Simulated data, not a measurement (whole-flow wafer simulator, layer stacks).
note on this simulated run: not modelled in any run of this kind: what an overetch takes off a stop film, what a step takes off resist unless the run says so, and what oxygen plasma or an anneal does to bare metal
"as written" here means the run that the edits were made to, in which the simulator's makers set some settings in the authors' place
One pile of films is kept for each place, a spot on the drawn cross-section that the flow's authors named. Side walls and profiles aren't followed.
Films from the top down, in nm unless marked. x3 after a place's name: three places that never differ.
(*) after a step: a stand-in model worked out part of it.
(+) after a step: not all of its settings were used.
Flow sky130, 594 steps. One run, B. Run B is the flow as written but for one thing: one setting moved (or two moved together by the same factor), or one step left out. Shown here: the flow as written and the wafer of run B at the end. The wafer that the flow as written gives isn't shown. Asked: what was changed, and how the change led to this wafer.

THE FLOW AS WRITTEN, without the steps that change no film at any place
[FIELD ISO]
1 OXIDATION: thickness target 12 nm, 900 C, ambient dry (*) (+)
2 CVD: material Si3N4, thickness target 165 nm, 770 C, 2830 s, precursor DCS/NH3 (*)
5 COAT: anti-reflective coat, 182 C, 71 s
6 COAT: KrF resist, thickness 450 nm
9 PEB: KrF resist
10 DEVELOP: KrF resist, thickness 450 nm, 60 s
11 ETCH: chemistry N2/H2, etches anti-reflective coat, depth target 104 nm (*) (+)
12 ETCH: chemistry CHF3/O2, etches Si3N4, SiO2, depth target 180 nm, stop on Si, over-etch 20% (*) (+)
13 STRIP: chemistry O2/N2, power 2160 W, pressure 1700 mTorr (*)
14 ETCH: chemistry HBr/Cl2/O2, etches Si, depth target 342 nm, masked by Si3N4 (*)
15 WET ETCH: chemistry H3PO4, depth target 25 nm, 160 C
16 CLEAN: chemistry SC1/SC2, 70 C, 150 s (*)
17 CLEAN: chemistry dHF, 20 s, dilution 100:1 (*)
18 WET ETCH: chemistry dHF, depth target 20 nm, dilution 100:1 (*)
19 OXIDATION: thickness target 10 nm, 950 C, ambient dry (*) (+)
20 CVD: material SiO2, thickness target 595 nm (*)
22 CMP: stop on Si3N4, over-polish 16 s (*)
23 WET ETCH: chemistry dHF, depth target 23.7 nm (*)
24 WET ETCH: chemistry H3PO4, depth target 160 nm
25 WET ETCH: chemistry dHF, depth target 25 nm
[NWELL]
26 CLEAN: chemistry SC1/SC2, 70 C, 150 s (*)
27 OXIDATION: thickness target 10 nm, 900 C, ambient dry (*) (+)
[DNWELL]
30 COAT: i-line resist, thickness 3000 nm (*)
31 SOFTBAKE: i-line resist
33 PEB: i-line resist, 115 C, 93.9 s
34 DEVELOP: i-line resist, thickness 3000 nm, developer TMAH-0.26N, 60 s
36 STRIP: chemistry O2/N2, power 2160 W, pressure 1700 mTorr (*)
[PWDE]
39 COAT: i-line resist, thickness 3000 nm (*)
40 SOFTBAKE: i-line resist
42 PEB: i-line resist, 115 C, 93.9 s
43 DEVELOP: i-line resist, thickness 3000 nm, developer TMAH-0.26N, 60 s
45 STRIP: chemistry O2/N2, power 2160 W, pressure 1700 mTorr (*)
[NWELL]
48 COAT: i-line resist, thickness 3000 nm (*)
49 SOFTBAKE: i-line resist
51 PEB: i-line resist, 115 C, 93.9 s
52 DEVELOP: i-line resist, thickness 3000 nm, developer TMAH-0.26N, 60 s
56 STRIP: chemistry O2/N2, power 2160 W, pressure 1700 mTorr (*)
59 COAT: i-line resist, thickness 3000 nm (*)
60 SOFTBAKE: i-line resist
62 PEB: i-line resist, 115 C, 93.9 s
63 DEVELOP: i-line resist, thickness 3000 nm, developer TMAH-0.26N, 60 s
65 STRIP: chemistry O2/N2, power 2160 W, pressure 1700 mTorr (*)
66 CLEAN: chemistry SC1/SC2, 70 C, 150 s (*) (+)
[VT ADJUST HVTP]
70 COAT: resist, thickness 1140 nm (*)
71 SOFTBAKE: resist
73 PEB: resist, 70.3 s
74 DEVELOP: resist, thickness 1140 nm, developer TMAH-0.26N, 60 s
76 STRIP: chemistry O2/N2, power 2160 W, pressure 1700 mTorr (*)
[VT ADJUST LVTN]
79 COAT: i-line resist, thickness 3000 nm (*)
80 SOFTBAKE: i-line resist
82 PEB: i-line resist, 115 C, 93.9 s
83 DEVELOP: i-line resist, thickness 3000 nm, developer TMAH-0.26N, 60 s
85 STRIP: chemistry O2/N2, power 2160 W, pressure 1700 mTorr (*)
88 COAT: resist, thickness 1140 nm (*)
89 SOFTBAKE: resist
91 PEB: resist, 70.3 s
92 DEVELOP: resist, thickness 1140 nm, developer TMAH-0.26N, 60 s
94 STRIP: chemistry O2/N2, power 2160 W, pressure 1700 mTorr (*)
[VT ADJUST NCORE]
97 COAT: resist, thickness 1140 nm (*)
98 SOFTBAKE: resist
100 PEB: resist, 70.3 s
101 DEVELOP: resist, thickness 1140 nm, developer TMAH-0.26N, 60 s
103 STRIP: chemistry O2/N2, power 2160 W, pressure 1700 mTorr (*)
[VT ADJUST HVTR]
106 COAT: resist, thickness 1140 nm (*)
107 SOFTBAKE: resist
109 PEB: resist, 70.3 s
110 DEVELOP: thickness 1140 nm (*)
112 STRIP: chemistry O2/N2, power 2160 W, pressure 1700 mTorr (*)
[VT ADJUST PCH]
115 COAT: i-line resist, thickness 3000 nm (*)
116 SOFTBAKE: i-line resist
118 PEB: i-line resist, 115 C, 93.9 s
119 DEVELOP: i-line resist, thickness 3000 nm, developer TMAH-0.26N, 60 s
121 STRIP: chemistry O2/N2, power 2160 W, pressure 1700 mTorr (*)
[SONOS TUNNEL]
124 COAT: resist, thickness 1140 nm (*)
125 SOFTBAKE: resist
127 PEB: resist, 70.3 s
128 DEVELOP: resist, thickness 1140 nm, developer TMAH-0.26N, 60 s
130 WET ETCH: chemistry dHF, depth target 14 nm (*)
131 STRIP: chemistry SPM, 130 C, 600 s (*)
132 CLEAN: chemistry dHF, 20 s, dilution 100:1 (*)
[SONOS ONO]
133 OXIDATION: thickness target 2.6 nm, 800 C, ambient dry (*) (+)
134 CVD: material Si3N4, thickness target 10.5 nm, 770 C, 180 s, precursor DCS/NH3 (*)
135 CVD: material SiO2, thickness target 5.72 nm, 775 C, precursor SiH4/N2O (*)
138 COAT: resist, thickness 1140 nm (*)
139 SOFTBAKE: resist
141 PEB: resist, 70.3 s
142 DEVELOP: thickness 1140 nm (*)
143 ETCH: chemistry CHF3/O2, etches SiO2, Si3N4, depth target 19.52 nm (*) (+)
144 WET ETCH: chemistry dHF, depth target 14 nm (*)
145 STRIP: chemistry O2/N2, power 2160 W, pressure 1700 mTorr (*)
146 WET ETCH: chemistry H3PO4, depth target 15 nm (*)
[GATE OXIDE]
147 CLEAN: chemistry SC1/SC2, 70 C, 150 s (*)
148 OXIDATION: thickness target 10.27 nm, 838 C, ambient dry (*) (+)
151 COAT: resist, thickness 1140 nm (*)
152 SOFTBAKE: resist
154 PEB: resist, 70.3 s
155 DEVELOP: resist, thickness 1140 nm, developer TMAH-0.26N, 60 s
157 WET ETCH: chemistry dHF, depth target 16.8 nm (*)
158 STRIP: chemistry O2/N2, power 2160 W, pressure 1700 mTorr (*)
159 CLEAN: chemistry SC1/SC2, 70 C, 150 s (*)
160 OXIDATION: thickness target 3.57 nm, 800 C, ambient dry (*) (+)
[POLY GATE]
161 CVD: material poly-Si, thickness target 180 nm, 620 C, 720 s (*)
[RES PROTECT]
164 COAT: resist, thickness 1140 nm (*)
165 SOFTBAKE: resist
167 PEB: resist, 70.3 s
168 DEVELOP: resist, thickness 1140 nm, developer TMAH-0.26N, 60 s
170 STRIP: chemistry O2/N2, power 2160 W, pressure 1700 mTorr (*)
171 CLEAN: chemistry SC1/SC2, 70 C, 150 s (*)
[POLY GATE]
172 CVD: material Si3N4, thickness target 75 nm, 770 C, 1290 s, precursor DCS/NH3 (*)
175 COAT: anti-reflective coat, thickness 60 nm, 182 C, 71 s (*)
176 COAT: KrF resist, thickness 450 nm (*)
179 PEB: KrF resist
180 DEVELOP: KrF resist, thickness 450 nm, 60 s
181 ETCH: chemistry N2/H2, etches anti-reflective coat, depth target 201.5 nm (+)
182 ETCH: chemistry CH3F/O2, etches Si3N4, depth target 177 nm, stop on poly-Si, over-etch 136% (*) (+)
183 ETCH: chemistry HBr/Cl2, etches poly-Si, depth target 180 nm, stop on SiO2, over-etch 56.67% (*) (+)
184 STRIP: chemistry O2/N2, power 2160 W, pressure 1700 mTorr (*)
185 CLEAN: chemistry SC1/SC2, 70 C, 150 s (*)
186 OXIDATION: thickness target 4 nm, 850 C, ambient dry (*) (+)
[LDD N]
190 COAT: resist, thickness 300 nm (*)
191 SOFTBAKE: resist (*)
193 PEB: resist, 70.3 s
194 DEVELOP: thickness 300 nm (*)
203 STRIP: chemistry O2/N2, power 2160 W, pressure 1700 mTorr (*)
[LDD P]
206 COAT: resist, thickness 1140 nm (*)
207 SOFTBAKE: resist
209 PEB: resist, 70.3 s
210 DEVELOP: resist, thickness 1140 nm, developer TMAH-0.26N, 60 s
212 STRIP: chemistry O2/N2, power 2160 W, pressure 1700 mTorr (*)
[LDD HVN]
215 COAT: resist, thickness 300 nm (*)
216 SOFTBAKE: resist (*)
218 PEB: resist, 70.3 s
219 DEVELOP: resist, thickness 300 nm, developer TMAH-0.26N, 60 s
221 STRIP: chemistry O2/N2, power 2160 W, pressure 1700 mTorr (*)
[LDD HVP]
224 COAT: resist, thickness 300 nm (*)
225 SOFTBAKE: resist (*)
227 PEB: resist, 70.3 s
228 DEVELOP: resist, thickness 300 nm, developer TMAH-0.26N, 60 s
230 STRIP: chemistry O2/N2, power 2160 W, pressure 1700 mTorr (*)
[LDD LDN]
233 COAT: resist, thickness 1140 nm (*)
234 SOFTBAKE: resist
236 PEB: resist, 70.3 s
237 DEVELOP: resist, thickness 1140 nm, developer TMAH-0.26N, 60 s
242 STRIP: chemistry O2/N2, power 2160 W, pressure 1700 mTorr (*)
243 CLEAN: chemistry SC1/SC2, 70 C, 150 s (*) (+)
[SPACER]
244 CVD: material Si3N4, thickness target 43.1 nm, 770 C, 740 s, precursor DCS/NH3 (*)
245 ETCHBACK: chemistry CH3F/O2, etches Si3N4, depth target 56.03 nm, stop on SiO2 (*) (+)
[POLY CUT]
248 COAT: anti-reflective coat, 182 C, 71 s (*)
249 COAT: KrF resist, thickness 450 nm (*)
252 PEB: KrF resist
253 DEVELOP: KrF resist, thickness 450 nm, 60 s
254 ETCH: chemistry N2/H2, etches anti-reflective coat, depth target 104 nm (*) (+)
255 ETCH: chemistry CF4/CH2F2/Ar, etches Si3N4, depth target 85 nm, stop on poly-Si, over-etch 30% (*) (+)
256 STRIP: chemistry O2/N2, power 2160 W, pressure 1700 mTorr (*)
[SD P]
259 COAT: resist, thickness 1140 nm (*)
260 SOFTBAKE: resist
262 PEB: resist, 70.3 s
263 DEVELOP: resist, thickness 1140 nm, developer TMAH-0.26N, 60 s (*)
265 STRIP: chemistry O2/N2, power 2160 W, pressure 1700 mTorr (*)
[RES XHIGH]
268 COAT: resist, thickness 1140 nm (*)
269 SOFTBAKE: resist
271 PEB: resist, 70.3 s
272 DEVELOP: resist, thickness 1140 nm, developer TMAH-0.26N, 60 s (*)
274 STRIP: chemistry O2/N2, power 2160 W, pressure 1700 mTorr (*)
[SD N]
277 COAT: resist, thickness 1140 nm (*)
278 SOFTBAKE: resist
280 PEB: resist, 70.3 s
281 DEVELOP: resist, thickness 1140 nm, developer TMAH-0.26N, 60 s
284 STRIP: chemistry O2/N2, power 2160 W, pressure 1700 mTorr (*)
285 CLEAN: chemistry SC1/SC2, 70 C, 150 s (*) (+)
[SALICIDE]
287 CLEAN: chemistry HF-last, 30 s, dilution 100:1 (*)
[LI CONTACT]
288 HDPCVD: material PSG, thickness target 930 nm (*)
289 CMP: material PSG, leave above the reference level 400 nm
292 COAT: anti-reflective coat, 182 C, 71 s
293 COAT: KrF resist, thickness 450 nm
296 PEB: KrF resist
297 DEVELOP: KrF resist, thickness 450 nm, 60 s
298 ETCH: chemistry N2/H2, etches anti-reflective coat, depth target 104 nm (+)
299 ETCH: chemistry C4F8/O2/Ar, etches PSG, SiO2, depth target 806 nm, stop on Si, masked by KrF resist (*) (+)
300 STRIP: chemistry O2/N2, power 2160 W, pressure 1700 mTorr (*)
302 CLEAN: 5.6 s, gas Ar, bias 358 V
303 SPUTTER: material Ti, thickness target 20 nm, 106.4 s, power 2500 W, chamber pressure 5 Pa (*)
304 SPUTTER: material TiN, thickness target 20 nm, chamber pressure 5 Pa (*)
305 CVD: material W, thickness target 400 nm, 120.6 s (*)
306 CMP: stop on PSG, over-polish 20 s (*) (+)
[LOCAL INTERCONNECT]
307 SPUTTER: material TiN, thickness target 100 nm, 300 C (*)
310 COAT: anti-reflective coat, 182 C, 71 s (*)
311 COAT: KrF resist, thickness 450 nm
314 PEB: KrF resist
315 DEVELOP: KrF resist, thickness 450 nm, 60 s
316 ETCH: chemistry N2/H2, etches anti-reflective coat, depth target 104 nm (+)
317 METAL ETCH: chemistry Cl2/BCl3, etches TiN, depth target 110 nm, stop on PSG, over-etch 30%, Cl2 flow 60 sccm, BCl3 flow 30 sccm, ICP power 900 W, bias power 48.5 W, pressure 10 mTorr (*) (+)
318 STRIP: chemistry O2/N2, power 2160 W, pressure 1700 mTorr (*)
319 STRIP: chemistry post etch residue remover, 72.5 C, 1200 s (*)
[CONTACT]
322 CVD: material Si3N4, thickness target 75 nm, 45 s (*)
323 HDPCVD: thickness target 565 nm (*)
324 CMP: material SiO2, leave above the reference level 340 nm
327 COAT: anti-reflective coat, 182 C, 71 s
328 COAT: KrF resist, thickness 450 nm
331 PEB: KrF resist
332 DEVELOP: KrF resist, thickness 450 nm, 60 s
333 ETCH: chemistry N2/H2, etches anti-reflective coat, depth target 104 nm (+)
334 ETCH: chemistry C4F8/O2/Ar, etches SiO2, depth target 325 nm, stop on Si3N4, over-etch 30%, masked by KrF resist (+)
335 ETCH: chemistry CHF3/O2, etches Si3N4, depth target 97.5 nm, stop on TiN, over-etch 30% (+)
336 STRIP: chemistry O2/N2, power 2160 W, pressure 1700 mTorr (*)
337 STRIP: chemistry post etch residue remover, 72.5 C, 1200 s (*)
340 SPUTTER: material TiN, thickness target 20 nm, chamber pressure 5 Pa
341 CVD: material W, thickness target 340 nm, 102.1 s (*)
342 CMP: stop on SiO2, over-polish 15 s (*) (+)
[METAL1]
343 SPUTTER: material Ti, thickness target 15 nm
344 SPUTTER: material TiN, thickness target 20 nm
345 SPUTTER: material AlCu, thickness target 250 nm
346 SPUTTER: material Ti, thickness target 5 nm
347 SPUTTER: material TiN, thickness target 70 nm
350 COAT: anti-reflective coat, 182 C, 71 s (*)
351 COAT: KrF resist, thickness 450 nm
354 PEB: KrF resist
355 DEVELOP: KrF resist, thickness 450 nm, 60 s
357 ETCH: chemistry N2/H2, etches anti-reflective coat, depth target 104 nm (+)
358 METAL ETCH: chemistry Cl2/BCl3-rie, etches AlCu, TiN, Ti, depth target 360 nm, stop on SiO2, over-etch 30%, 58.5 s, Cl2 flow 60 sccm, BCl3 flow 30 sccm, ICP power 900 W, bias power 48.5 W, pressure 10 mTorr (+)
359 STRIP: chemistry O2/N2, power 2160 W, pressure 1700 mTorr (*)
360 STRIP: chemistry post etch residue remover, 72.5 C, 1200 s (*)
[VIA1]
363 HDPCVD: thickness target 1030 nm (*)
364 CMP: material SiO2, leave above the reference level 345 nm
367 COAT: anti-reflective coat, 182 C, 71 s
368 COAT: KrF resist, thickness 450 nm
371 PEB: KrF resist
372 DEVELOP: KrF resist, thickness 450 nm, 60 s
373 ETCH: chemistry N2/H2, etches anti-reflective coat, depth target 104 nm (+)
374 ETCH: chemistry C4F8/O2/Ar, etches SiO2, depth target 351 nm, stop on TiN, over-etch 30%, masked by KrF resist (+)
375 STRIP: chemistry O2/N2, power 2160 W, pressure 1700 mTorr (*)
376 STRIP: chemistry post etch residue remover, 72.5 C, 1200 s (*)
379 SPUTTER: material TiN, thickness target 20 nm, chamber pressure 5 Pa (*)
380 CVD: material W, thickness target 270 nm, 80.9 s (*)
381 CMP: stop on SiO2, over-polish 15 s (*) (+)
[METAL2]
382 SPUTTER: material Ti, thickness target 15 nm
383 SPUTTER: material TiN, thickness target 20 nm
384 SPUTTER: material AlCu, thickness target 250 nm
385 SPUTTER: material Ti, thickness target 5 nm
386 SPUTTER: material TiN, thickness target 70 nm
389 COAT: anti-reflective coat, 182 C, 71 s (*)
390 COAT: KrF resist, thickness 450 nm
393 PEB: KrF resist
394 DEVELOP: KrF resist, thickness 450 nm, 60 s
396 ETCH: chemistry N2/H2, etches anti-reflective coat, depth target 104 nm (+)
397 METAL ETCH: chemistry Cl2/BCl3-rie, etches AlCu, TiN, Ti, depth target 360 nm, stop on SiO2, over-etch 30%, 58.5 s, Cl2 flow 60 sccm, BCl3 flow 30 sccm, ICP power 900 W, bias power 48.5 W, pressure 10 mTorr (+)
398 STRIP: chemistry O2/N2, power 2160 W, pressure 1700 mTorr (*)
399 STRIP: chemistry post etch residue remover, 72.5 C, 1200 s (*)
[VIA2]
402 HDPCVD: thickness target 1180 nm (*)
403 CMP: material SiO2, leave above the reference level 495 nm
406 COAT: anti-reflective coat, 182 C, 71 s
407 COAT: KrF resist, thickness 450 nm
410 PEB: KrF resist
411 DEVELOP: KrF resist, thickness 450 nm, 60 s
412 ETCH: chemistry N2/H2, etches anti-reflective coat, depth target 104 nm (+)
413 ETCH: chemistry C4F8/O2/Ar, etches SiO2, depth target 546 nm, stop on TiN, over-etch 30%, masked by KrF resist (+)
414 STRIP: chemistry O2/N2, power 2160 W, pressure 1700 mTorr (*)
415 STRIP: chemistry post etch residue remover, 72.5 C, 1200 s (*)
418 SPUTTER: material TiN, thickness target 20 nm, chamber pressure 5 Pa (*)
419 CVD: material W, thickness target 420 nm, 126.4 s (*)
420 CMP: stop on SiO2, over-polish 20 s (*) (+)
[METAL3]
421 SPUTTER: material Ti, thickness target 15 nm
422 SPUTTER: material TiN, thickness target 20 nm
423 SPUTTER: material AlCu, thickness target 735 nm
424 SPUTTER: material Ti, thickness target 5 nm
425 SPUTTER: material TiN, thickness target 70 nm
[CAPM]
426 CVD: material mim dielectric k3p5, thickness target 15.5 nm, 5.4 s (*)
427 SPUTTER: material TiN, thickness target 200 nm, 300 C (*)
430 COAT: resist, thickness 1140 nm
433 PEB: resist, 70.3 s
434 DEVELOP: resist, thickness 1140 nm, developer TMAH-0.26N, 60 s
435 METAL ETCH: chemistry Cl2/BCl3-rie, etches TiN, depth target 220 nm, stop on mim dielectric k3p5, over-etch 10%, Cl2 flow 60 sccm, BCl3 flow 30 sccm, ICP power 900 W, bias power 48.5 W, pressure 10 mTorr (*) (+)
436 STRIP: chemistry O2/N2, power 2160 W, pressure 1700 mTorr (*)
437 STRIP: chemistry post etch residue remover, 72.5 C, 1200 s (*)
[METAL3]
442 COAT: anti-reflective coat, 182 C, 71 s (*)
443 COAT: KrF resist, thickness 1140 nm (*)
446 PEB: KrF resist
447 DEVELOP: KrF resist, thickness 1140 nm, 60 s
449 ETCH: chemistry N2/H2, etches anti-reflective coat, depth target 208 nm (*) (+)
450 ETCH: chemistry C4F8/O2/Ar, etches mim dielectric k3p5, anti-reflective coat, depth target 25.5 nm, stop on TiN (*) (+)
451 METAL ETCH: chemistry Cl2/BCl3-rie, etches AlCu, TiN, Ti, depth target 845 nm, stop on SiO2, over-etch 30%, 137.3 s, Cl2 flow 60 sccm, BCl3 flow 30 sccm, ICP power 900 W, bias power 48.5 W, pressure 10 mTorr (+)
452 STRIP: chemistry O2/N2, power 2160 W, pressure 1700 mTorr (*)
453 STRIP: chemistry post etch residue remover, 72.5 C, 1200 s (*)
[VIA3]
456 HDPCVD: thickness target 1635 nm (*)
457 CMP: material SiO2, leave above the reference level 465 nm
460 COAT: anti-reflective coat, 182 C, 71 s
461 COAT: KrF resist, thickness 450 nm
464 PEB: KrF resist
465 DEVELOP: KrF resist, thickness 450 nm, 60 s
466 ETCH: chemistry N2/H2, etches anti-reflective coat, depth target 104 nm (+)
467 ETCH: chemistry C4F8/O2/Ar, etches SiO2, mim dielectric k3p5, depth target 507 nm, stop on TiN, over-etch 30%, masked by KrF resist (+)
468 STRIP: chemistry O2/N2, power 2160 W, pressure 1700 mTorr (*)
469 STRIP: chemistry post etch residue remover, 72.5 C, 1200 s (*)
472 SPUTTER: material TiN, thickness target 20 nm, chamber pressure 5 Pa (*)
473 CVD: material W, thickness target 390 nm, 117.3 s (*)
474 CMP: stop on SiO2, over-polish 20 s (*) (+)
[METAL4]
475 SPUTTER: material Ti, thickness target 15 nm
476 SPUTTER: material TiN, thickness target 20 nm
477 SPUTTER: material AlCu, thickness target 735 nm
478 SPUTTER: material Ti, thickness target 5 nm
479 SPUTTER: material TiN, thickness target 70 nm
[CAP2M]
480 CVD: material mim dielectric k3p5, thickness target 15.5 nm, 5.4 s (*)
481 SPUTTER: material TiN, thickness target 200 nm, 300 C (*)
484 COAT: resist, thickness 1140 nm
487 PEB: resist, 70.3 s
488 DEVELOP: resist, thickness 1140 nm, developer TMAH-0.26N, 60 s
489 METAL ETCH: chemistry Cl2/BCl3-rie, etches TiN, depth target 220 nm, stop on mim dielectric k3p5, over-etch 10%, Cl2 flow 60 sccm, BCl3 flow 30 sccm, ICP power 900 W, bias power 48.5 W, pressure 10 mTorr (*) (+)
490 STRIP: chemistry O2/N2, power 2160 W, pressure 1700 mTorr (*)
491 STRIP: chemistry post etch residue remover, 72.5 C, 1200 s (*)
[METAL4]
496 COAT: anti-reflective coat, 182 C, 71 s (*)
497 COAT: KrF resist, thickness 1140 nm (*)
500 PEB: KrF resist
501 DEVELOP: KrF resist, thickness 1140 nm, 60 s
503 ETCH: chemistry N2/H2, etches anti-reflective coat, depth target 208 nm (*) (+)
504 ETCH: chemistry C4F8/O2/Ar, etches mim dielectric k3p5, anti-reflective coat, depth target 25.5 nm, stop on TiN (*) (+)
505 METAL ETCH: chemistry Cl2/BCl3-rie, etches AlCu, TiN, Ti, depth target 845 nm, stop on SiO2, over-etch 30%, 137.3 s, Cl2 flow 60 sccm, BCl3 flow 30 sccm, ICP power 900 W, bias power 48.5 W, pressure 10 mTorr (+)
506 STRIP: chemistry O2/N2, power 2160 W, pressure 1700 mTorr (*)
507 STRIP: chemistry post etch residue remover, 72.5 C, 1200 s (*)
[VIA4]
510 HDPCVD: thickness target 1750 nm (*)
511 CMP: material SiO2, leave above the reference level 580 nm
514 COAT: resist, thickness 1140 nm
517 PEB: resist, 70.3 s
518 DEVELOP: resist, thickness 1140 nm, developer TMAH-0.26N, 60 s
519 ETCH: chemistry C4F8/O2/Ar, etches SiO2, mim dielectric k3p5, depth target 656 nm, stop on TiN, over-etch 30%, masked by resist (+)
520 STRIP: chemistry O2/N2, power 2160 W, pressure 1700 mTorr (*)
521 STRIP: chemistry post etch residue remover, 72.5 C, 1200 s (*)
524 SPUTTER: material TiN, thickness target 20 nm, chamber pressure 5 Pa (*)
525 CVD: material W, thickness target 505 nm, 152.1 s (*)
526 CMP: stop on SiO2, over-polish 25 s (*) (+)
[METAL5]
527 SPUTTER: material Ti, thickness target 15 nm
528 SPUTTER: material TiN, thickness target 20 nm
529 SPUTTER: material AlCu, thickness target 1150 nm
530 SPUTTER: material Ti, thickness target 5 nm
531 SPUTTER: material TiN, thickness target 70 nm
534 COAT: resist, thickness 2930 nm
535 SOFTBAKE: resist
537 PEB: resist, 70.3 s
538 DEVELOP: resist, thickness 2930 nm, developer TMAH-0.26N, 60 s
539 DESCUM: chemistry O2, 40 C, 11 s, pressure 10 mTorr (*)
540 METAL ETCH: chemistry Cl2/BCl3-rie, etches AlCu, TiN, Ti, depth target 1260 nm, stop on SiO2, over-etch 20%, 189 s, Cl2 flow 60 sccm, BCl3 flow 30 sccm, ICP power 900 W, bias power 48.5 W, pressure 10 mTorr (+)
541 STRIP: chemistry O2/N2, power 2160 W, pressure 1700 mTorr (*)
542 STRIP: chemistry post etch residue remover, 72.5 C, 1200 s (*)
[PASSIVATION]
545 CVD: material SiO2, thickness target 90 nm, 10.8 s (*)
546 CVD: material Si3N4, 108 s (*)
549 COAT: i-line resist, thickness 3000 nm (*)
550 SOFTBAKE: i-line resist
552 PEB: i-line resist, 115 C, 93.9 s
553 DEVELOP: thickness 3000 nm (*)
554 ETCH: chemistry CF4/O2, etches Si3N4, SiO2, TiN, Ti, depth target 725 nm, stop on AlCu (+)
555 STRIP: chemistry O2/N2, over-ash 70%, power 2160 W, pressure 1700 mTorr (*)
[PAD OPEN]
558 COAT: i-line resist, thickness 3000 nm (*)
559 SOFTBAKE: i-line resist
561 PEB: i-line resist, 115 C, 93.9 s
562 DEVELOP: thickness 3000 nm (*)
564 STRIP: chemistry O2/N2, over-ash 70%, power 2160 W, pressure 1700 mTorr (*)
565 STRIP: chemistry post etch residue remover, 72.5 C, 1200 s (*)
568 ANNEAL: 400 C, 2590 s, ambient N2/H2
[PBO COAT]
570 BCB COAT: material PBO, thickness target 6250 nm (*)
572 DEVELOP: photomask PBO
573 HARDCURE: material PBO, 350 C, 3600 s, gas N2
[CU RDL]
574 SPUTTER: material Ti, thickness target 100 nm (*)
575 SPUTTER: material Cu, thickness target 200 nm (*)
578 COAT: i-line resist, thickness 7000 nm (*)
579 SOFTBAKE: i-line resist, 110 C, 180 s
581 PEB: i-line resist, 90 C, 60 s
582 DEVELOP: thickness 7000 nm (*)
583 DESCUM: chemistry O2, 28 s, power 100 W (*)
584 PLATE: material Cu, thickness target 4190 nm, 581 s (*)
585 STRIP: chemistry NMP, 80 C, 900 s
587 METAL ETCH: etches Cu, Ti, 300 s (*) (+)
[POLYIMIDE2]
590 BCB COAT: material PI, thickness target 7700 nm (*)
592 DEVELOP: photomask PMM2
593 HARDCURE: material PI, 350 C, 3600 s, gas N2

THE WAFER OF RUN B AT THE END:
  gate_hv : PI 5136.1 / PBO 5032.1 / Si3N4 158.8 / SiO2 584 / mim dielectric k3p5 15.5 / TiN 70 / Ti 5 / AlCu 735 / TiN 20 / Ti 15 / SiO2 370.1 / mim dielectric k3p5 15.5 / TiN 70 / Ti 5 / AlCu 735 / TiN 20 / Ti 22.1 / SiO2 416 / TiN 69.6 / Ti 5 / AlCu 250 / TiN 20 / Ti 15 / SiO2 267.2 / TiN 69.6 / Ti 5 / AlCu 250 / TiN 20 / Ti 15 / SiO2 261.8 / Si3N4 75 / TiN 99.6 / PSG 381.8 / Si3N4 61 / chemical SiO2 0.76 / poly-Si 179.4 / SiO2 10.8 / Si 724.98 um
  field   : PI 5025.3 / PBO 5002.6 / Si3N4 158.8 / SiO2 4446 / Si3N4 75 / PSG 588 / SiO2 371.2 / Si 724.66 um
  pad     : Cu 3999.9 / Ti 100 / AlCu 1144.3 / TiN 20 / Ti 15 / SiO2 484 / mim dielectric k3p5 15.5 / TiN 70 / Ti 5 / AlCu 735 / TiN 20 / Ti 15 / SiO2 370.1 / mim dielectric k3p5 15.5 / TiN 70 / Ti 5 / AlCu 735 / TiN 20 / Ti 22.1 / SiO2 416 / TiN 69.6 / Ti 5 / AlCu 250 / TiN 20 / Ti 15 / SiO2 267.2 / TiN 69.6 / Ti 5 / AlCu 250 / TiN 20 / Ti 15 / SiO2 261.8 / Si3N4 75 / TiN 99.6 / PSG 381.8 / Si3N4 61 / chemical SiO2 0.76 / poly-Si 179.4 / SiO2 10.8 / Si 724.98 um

The cause: step 421, SPUTTER: thickness target 22.1 nm was run, where the flow has thickness target 15 nm.
It can be read off the wafer: gate_hv has Ti 22.1, and step 421 as written asks for 15 nm.

How the change led to this, step by step:
  421 SPUTTER: material Ti, thickness target 15 nm
      field, active, n_well and 188 more: Ti +22.1 (new film) (as written it would be: Ti +15 (new film))
  451 METAL ETCH: chemistry Cl2/BCl3-rie, etches AlCu, TiN, Ti, depth target 845 nm, stop on SiO2, over-etch 30%, 137.3 s, Cl2 flow 60 sccm, BCl3 flow 30 sccm, ICP power 900 W, bias power 48.5 W, pressure 10 mTorr (+)
      field, gate, spacer and 68 more: TiN -70 (all of it), Ti -5 (all of it), AlCu -735 (all of it), TiN -20 (all of it), Ti -22.1 (all of it), SiO2 -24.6 (as written it would be: TiN -70 (all of it), Ti -5 (all of it), AlCu -735 (all of it), TiN -20 (all of it), Ti -15 (all of it), SiO2 -25.4)
      active, vpp_ln, vpp_iso2 and 11 more: TiN -70 (all of it), Ti -5 (all of it), AlCu -735 (all of it), TiN -20 (all of it), Ti -22.1 (all of it), SiO2 -24.6 (as written it would be: TiN -70 (all of it), Ti -5 (all of it), AlCu -735 (all of it), TiN -20 (all of it), Ti -15 (all of it), SiO2 -25.3)
